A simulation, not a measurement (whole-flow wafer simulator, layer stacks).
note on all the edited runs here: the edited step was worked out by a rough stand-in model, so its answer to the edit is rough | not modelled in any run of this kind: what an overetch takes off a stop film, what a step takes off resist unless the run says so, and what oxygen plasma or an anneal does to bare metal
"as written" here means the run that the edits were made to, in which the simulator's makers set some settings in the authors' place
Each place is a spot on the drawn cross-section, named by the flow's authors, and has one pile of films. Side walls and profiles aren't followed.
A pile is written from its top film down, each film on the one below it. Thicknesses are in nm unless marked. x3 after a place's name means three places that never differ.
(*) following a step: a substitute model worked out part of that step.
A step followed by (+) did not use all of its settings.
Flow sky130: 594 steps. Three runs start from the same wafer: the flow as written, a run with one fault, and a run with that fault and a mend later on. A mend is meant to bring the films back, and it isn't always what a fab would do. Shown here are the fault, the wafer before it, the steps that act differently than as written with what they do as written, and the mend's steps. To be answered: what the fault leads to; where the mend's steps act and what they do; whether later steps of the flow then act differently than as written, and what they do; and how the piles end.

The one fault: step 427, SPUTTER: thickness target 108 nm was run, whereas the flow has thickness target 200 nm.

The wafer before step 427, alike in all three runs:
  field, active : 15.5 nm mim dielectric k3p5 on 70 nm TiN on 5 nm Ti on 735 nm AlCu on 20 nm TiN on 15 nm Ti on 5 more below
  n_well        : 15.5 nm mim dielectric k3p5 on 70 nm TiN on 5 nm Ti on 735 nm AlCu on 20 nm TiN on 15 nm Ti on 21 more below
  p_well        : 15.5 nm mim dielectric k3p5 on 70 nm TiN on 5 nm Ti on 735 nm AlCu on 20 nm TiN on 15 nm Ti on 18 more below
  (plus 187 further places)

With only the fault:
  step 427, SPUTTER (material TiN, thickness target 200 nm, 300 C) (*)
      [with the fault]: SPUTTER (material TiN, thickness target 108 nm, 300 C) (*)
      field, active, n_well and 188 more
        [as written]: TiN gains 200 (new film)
        [with the fault]: TiN gains 108 (new film)
  Later steps of the flow acting differently than as written (2 more steps, not shown, differ only slightly: by at most 2% or 0.5 nm, whichever is larger):
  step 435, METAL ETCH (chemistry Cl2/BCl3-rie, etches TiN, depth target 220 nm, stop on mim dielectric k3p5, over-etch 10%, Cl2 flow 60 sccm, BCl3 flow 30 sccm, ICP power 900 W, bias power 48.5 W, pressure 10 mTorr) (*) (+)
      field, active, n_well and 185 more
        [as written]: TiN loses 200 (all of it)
        [with the fault]: TiN loses 108 (all of it)
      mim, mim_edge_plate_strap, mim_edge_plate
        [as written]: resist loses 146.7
        [with the fault]: resist loses 79.2
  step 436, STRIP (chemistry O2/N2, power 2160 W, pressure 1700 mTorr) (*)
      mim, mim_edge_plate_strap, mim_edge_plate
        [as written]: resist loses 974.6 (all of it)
        [with the fault]: resist loses 1042.1 (all of it)
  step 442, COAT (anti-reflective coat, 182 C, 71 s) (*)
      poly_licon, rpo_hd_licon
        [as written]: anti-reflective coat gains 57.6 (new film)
        [with the fault]: anti-reflective coat gains 80.2 (new film)
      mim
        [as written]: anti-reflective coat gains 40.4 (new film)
        [with the fault]: anti-reflective coat gains 30.8 (new film)
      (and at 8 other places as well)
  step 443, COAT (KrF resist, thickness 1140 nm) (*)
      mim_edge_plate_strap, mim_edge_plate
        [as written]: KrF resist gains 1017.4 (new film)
        [with the fault]: KrF resist gains 1109.4 (new film)
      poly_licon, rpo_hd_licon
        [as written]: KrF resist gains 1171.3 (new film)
        [with the fault]: KrF resist gains 1146.1 (new film)
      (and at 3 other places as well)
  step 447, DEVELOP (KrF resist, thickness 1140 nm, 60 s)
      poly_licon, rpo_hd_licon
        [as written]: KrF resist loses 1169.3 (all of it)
        [with the fault]: KrF resist loses 1144.2 (all of it)
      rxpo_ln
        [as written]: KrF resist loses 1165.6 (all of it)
        [with the fault]: KrF resist loses 1138.7 (all of it)
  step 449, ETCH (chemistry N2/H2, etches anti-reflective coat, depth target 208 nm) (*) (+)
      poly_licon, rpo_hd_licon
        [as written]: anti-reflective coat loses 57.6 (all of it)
        [with the fault]: anti-reflective coat loses 80.2 (all of it)
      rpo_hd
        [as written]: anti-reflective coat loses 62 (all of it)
        [with the fault]: anti-reflective coat loses 76.9 (all of it)
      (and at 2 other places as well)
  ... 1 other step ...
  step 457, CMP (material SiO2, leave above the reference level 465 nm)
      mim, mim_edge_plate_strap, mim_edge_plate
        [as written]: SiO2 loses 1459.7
        [with the fault]: SiO2 loses 1367.7
  By the end, the piles at mim, mim_edge_plate_strap, mim_edge_plate depart from the flow's by more than 2% or 0.5 nm, whichever is larger.
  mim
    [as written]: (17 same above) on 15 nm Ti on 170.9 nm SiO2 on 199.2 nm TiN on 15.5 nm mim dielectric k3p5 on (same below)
    [with the fault]: (17 same above) on 15 nm Ti on 262.9 nm SiO2 on 107.2 nm TiN on 15.5 nm mim dielectric k3p5 on (same below)
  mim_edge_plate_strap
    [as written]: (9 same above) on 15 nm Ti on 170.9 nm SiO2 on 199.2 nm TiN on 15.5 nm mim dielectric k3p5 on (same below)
    [with the fault]: (9 same above) on 15 nm Ti on 262.9 nm SiO2 on 107.2 nm TiN on 15.5 nm mim dielectric k3p5 on (same below)
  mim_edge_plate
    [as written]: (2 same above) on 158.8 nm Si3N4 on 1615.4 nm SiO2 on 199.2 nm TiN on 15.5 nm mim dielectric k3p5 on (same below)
    [with the fault]: (2 same above) on 158.8 nm Si3N4 on 1707.4 nm SiO2 on 107.2 nm TiN on 15.5 nm mim dielectric k3p5 on (same below)

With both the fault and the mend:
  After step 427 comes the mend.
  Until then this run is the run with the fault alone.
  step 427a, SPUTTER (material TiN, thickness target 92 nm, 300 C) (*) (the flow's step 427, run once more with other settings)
      field, active, n_well and 188 more
        TiN gains 92
  None of the later steps of the flow acts differently than as written at any place that is followed.
  The piles end the same as the flow's at every place that both follow.
